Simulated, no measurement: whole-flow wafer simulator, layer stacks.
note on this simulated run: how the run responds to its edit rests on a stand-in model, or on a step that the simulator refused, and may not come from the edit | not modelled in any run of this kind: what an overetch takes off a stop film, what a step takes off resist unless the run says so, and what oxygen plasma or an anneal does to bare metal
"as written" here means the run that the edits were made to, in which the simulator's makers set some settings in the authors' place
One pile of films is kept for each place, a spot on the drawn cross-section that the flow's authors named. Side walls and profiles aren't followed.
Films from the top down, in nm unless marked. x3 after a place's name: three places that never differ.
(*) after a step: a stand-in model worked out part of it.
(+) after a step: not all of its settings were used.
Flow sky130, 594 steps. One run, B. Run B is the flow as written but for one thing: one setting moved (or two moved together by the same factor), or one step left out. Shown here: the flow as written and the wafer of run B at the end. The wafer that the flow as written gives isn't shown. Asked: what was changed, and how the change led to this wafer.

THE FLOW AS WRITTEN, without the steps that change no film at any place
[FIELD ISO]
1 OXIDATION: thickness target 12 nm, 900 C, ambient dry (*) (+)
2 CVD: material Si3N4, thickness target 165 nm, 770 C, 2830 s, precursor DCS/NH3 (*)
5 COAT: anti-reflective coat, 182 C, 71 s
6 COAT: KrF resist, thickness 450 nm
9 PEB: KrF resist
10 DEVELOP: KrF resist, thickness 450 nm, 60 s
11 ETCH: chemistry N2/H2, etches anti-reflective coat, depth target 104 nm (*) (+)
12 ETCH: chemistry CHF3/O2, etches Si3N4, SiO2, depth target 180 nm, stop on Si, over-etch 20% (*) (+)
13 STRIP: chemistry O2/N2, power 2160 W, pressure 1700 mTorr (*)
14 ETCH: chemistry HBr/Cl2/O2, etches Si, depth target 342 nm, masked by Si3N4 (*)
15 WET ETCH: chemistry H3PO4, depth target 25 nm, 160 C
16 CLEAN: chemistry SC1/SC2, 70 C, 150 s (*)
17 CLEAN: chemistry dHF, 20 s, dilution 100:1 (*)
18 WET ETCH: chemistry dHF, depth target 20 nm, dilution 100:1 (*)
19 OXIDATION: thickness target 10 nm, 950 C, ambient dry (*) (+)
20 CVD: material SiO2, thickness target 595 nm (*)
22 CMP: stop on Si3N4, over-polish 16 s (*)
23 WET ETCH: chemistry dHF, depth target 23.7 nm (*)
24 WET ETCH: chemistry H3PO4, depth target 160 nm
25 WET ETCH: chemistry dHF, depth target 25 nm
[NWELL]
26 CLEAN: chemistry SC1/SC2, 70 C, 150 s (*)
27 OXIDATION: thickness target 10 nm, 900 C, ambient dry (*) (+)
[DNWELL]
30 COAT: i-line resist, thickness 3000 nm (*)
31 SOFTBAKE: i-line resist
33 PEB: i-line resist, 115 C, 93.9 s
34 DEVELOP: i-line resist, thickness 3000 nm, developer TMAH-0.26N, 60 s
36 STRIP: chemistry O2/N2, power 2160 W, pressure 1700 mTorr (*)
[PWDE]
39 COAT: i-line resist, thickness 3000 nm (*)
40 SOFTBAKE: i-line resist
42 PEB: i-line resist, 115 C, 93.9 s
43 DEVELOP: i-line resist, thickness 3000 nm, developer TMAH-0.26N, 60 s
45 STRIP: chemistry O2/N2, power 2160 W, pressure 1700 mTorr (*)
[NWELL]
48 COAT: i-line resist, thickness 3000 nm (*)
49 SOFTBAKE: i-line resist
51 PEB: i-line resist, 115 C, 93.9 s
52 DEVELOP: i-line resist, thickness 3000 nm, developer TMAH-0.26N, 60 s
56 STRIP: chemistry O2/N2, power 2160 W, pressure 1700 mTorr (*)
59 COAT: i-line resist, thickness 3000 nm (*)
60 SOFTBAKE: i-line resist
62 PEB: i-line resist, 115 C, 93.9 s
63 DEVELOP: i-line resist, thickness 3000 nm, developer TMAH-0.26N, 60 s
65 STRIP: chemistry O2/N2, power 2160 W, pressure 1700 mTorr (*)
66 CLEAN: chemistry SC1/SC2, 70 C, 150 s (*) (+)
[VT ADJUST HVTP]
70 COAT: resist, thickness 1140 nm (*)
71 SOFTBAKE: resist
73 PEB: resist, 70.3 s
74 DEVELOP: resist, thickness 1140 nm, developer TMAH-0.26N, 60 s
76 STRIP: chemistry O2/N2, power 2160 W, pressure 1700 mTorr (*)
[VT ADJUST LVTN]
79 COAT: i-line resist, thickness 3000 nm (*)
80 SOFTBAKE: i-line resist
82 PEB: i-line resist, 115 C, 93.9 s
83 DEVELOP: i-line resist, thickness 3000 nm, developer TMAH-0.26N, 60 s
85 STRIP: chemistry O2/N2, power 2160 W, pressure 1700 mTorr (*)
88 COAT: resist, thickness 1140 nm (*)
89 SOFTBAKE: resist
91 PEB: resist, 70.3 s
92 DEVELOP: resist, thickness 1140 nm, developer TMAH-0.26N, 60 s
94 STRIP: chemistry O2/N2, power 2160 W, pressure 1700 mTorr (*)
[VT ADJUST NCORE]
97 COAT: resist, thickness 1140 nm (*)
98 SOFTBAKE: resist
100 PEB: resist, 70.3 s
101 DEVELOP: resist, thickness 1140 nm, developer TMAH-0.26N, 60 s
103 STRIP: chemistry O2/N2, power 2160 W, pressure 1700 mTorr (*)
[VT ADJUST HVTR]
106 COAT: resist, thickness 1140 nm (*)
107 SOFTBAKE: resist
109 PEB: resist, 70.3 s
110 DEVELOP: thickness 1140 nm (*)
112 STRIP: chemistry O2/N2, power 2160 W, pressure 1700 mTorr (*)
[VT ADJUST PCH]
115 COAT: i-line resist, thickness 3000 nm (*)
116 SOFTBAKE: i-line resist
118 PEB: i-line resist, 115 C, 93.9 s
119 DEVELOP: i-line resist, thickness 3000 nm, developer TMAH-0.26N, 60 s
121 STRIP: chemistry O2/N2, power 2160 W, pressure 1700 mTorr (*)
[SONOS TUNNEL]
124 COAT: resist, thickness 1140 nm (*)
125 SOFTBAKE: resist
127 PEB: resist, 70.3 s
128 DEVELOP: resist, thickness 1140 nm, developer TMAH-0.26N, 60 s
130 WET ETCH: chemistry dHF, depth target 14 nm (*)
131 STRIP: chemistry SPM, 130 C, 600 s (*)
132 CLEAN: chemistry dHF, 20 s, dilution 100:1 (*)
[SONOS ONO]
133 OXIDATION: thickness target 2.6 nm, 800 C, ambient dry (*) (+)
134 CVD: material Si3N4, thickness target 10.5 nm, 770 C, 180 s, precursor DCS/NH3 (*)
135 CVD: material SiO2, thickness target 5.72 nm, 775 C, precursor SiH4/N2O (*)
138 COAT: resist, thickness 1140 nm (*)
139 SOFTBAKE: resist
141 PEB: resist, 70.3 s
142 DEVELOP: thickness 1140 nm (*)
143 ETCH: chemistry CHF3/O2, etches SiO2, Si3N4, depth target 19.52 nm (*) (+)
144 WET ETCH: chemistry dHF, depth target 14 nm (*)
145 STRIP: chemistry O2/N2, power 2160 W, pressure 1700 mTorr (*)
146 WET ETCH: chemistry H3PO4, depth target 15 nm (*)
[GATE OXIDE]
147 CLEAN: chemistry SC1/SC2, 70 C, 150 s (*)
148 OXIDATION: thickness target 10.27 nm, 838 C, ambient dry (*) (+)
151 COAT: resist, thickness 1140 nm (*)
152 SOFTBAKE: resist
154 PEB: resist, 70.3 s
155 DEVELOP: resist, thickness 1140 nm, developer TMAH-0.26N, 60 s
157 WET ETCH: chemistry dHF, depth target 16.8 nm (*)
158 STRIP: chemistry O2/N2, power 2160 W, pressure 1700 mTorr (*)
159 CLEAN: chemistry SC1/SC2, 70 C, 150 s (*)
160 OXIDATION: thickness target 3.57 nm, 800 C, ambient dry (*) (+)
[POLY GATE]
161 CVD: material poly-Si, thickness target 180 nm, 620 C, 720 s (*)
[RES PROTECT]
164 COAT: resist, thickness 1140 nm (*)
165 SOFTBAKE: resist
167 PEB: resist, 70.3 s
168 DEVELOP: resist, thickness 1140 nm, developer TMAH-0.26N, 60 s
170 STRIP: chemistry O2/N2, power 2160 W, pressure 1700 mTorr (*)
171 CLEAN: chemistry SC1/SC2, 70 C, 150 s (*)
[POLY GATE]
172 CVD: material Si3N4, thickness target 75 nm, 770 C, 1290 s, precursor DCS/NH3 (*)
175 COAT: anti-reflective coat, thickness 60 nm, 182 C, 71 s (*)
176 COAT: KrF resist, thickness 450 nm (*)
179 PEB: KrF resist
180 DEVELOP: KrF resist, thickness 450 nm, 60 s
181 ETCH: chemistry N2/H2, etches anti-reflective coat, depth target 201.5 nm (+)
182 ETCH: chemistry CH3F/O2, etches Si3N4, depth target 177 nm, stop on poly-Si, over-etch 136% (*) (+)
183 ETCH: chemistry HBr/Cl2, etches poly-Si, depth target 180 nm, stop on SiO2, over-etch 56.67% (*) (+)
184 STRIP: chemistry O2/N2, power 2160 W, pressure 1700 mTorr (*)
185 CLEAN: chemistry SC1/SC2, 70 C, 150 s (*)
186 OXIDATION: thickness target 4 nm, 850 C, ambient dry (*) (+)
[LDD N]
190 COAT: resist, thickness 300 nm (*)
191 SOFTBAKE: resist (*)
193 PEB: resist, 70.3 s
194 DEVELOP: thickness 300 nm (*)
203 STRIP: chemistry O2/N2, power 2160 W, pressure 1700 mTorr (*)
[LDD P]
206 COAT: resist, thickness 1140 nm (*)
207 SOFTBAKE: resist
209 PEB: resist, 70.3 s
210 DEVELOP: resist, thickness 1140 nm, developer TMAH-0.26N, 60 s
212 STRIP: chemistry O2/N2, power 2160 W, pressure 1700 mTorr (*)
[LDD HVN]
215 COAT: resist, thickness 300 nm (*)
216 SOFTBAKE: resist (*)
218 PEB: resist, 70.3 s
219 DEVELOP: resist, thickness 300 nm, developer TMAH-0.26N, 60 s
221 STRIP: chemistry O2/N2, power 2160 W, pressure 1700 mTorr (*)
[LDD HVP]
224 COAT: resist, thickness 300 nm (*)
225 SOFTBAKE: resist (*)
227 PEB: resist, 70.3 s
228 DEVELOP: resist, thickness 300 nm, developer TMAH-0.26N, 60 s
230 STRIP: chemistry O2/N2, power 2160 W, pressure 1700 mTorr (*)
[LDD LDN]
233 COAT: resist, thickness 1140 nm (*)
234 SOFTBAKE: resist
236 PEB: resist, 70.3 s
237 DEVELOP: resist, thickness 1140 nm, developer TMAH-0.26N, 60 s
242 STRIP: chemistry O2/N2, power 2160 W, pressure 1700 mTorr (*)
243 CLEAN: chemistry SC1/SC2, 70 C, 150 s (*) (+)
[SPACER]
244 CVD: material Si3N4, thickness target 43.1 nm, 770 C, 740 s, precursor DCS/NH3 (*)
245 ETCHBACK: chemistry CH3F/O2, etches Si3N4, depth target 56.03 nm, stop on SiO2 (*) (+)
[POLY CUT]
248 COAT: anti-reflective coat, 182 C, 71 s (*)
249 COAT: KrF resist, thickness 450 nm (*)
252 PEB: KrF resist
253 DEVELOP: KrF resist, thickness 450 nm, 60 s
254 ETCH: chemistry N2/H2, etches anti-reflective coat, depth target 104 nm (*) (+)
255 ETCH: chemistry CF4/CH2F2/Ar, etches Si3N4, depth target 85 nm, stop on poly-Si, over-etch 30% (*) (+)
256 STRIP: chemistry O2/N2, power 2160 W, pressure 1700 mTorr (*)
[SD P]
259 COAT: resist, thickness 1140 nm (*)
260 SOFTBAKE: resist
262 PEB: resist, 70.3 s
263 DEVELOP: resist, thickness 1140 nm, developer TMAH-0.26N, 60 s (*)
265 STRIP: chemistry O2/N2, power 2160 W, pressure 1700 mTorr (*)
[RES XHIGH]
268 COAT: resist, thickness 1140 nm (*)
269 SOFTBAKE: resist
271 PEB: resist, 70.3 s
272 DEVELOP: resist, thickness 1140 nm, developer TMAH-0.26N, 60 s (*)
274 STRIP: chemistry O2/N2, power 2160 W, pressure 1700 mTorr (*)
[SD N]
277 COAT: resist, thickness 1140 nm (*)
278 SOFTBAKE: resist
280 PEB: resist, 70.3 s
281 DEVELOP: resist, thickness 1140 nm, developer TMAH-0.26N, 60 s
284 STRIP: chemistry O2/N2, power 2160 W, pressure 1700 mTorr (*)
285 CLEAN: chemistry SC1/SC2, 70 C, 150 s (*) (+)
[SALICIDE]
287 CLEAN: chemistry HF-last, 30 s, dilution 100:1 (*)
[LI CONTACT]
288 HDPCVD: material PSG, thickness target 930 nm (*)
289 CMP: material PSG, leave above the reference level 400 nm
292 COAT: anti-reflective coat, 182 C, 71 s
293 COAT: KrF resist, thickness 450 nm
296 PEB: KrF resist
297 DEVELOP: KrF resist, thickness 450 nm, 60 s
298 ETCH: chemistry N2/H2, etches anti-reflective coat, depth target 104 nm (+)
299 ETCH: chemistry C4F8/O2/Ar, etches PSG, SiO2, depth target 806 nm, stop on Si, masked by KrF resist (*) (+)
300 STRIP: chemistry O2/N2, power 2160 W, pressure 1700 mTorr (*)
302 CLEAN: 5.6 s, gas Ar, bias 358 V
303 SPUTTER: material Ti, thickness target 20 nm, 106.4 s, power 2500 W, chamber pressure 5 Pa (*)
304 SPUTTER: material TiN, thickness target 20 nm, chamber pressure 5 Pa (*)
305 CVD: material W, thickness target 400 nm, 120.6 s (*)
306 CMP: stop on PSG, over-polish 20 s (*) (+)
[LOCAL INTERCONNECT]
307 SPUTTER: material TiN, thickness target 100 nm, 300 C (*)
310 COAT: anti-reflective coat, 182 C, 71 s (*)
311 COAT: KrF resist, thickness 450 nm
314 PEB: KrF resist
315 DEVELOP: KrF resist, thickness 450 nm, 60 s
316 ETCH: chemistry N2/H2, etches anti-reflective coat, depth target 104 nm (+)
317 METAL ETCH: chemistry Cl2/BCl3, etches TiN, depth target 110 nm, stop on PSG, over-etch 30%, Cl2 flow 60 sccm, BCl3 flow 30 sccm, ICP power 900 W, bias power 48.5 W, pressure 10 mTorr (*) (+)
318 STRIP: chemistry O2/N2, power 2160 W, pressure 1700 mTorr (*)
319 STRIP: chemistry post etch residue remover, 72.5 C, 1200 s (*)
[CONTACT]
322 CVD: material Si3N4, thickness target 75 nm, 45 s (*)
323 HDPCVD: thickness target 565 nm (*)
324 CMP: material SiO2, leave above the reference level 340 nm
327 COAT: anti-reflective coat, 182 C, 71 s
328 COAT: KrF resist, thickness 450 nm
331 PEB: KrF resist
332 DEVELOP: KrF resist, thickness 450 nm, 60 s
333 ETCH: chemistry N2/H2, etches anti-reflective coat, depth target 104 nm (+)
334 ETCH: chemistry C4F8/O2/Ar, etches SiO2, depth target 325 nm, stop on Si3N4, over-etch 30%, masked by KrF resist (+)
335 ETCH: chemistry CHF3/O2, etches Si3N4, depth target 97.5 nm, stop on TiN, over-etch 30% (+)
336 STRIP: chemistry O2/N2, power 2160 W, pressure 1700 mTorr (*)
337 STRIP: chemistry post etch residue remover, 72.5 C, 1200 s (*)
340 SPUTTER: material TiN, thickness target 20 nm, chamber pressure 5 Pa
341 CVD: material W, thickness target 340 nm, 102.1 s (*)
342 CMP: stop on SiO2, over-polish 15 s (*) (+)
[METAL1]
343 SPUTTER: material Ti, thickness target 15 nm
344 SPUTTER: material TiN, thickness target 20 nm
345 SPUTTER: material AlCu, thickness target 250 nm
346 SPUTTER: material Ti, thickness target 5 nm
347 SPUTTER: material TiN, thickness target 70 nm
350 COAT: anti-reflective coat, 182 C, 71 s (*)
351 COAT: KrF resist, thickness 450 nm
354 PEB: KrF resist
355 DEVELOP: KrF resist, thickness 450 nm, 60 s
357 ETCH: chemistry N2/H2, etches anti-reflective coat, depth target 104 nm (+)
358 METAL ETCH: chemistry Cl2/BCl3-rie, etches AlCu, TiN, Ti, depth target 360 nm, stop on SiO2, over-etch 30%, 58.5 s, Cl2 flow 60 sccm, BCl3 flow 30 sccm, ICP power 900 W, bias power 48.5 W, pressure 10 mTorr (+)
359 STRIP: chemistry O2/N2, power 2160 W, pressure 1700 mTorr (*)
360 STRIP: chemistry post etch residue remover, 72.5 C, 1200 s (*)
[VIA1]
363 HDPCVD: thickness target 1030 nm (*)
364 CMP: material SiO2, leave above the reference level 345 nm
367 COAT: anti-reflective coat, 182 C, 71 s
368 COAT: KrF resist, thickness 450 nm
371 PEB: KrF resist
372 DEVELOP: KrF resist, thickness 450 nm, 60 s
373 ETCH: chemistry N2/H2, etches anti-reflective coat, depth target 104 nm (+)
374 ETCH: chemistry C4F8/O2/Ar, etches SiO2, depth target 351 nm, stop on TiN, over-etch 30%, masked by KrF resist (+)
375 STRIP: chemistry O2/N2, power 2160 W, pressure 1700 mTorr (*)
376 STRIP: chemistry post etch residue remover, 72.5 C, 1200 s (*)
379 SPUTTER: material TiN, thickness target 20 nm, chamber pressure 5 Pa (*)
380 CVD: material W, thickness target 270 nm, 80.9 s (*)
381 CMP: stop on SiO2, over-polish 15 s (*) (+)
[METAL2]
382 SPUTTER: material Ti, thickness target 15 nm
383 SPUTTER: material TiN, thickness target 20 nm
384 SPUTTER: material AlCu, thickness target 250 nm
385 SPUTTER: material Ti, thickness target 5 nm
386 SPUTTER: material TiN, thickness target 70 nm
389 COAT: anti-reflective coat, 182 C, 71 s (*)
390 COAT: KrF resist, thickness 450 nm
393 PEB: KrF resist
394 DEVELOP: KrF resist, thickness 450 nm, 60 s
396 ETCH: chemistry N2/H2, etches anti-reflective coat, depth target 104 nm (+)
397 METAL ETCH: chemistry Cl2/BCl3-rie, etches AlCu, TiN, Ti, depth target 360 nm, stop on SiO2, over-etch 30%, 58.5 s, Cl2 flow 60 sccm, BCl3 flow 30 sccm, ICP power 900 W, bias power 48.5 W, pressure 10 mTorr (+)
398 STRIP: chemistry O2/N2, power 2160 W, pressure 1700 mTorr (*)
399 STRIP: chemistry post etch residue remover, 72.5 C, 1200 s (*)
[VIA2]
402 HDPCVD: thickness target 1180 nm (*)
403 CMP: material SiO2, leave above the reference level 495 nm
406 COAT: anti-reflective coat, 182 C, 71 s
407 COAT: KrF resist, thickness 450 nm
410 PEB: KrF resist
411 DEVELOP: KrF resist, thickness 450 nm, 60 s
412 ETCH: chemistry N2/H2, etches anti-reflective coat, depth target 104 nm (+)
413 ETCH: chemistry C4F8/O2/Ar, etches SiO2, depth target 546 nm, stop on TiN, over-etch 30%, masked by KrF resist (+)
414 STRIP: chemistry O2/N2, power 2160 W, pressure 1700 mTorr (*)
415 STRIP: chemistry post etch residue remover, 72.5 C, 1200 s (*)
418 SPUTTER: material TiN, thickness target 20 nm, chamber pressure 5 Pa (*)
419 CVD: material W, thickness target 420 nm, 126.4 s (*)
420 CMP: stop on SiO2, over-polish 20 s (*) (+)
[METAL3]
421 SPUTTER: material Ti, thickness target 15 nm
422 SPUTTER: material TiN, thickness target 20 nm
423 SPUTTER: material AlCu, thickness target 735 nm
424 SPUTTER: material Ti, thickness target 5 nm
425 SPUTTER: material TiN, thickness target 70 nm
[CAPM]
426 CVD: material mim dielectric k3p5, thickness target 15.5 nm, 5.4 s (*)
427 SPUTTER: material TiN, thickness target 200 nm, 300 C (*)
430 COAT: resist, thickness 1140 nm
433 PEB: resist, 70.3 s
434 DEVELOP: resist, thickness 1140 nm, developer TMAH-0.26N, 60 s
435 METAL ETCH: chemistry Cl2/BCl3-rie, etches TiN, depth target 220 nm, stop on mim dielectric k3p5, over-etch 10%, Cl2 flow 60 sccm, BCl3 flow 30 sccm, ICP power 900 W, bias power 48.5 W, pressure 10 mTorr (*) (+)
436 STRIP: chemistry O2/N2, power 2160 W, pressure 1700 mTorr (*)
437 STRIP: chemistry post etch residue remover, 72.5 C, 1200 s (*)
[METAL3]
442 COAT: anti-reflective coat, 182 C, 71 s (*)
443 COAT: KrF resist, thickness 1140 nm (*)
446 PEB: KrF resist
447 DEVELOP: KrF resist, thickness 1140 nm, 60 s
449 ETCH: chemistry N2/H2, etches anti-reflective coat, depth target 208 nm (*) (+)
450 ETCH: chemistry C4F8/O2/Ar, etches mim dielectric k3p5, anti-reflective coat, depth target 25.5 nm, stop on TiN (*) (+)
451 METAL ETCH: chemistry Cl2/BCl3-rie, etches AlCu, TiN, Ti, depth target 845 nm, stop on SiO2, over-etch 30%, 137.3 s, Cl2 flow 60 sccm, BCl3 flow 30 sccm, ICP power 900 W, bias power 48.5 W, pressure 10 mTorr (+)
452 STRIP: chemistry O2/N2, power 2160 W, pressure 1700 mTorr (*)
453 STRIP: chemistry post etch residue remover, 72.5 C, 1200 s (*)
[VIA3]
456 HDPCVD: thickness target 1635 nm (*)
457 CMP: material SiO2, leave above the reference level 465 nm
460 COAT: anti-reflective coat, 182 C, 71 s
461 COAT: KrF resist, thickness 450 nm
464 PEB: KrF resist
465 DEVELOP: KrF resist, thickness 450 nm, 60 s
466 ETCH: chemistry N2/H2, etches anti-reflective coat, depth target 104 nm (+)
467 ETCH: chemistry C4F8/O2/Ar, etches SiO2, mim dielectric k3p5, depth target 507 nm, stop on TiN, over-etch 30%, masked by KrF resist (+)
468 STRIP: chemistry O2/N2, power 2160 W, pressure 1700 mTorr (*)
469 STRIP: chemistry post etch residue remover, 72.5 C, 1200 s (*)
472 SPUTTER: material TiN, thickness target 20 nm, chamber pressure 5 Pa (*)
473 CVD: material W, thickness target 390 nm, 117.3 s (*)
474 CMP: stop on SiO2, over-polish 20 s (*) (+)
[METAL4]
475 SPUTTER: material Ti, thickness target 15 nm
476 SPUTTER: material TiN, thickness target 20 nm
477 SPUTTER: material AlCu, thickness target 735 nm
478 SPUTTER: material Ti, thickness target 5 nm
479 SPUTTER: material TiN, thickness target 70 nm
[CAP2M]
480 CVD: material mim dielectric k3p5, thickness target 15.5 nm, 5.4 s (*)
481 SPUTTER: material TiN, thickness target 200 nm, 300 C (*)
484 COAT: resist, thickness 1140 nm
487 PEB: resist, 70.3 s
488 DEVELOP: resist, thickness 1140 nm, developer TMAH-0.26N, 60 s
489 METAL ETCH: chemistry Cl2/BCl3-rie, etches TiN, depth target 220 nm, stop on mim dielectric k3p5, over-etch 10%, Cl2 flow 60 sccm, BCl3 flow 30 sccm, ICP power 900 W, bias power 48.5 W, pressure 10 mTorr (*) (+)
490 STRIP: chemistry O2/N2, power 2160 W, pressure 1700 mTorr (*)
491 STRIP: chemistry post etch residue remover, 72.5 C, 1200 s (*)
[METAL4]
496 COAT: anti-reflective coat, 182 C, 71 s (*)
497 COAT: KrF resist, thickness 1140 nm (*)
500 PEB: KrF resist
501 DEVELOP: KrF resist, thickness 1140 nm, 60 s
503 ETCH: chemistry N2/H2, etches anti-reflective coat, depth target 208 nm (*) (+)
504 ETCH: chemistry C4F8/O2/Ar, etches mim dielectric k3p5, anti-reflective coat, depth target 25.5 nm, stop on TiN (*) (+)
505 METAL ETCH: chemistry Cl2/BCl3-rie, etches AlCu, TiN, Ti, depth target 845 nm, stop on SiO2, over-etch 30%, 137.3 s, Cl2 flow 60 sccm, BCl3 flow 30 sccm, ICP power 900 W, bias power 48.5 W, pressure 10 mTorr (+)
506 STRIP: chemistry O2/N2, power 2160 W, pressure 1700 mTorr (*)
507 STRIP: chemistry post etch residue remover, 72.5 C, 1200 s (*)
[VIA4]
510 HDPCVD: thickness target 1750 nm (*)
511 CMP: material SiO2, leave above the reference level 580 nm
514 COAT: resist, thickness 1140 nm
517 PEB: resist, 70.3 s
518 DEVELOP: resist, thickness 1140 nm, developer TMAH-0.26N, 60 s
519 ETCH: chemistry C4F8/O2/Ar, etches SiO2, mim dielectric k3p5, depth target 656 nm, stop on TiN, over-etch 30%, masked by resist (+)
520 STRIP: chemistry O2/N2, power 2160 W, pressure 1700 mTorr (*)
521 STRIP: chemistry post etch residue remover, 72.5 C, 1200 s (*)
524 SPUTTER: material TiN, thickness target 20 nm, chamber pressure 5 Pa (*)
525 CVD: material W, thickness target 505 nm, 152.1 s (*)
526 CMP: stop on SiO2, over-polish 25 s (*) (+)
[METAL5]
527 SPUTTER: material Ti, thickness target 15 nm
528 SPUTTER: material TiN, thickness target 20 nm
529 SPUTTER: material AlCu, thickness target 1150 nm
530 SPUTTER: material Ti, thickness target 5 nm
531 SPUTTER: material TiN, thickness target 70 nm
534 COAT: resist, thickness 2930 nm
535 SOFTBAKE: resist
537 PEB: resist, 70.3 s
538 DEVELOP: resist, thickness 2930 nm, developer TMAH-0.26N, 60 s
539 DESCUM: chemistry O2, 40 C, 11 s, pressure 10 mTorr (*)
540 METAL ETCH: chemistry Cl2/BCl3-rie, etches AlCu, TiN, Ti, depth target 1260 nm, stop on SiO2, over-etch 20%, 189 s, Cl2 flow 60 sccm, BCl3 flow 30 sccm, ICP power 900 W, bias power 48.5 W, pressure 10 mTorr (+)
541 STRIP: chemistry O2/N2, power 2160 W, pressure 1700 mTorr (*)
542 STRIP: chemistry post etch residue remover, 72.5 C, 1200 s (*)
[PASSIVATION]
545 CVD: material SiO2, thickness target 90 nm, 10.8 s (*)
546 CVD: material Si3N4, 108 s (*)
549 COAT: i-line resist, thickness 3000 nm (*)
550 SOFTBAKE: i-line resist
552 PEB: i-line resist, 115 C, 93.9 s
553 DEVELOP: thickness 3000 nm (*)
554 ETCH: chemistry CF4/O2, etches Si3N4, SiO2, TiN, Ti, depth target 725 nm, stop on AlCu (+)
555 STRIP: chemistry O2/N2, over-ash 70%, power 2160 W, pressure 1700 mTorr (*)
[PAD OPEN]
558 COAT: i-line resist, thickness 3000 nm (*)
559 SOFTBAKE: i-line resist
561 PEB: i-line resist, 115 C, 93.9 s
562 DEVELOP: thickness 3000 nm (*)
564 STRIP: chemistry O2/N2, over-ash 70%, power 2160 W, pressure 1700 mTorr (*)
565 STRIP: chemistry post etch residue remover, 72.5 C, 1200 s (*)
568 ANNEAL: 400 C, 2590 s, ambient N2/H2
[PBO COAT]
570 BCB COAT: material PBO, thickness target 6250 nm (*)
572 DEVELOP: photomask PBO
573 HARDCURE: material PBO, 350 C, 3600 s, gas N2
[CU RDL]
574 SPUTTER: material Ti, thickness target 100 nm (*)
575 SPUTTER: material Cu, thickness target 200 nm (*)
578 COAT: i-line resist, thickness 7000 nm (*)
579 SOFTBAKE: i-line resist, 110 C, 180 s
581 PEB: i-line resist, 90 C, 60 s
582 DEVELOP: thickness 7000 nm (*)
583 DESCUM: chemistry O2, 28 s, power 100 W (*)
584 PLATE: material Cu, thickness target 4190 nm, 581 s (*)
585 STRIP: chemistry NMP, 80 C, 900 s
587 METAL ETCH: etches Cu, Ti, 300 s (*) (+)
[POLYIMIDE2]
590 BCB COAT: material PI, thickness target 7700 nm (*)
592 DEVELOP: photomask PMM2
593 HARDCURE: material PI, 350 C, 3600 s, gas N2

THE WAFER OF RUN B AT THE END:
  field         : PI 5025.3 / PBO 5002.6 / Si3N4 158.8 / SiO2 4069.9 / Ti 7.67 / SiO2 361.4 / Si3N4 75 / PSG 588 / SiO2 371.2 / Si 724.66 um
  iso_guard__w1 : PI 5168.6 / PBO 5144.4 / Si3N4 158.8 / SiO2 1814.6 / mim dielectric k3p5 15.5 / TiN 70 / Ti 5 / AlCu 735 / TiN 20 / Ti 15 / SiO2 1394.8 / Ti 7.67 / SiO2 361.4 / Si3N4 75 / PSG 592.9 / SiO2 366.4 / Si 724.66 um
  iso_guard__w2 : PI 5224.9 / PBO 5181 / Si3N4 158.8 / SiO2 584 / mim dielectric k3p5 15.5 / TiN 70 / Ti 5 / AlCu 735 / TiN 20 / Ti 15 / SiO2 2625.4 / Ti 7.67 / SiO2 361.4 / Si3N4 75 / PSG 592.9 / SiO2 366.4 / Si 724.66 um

The cause: step 358, METAL ETCH: depth target 270 nm was run, where the flow has depth target 360 nm; step 358, METAL ETCH: 43.9 s was run, where the flow has 58.5 s.

How the change led to this, step by step:
  358 METAL ETCH: chemistry Cl2/BCl3-rie, etches AlCu, TiN, Ti, depth target 360 nm, stop on SiO2, over-etch 30%, 58.5 s, Cl2 flow 60 sccm, BCl3 flow 30 sccm, ICP power 900 W, bias power 48.5 W, pressure 10 mTorr (+)
      field, active, gate and 80 more: TiN -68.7 (all of it), Ti -5 (all of it), AlCu -250 (all of it), TiN -20 (all of it), Ti -7.33 (as written it would be: TiN -68.7 (all of it), Ti -5 (all of it), AlCu -250 (all of it), TiN -20 (all of it), Ti -15 (all of it), SiO2 -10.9)
      rpo_hd: TiN -68.7 (all of it), Ti -5 (all of it), AlCu -250 (all of it), TiN -20 (all of it), Ti -7.34 (as written it would be: TiN -68.7 (all of it), Ti -5 (all of it), AlCu -250 (all of it), TiN -20 (all of it), Ti -15 (all of it), SiO2 -10.9)
      (and at 107 more places)
  359 STRIP: chemistry O2/N2, power 2160 W, pressure 1700 mTorr (*)
      n_well, p_well, gate_hv and 100 more: KrF resist -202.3 (all of it), anti-reflective coat -80 (all of it) (as written it would be: KrF resist -143.8 (all of it), anti-reflective coat -80 (all of it))
      poly_licon, ndiff_licon, ndiff_licon_cpp, rpo_hd_licon: KrF resist -202.4 (all of it), anti-reflective coat -80.5 (all of it) (as written it would be: KrF resist -143.9 (all of it), anti-reflective coat -80.5 (all of it))
  363 HDPCVD: thickness target 1030 nm (*)
      field, active, gate and 81 more: SiO2 +1030 (new film) (as written it would be: SiO2 +1030)
  364 CMP: material SiO2, leave above the reference level 345 nm
      field, active, gate and 81 more: SiO2 -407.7 (as written it would be: SiO2 -389.1)
Counting metal films that touch as one body, field has 1 body; the flow as written gives 0 bodies.
Counting metal films that touch as one body, iso_guard__w1 has 2 bodies (between them, from the top down: SiO2 1394.8); the flow as written gives 1 body.
Counting metal films that touch as one body, iso_guard__w2 has 2 bodies (between them, from the top down: SiO2 2625.4); the flow as written gives 1 body.
